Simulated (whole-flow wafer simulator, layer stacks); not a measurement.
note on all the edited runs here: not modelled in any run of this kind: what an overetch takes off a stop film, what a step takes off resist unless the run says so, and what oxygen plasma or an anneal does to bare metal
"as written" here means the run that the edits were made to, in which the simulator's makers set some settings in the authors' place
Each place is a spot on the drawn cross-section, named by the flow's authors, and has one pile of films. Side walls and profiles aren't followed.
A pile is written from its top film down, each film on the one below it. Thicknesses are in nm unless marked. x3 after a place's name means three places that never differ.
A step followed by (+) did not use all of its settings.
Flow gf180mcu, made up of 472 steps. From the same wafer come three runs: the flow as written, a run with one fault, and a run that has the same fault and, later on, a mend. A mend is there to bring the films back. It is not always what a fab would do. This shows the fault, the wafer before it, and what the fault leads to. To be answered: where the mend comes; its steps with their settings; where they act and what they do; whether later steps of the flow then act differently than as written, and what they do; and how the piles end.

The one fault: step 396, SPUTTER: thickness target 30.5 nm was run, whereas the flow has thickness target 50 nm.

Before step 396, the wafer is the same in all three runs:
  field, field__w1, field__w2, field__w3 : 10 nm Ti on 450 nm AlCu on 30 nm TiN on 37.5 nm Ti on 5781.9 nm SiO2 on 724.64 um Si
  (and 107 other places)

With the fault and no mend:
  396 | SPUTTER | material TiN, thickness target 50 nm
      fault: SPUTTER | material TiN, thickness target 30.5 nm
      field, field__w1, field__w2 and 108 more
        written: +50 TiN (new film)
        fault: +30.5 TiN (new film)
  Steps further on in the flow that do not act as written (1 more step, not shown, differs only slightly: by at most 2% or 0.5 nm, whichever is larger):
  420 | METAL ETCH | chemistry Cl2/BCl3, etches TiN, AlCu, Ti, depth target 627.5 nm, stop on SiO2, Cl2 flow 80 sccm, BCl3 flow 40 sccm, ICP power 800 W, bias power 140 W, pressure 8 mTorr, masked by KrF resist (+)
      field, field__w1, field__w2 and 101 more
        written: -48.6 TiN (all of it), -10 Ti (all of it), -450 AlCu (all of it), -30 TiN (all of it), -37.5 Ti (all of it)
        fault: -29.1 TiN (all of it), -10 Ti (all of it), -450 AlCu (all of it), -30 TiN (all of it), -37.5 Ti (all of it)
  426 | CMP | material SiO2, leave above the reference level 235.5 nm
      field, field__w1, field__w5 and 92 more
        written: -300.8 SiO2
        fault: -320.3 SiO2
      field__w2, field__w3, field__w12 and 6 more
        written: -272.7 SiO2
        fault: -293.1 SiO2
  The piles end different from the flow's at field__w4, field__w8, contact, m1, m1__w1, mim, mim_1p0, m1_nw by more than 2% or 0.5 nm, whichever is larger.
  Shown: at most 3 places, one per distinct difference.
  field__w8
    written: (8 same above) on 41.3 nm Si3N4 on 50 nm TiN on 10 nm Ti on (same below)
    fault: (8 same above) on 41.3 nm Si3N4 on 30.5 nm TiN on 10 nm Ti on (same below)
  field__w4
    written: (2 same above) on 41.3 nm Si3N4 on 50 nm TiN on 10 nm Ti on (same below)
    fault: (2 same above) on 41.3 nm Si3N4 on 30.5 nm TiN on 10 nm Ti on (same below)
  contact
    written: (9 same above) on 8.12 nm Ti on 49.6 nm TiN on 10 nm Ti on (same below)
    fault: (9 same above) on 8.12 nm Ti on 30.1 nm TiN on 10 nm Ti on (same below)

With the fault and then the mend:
  After step 396 comes the mend.
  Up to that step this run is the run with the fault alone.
  396a | SPUTTER | material TiN, thickness target 19.5 nm (the flow's step 396, run once more with other settings)
      field, field__w1, field__w2 and 108 more
        +19.5 TiN
  Every later step of the flow that is run acts as written at every place that is followed.
  At every place that both follow, the piles at the end match the flow's.
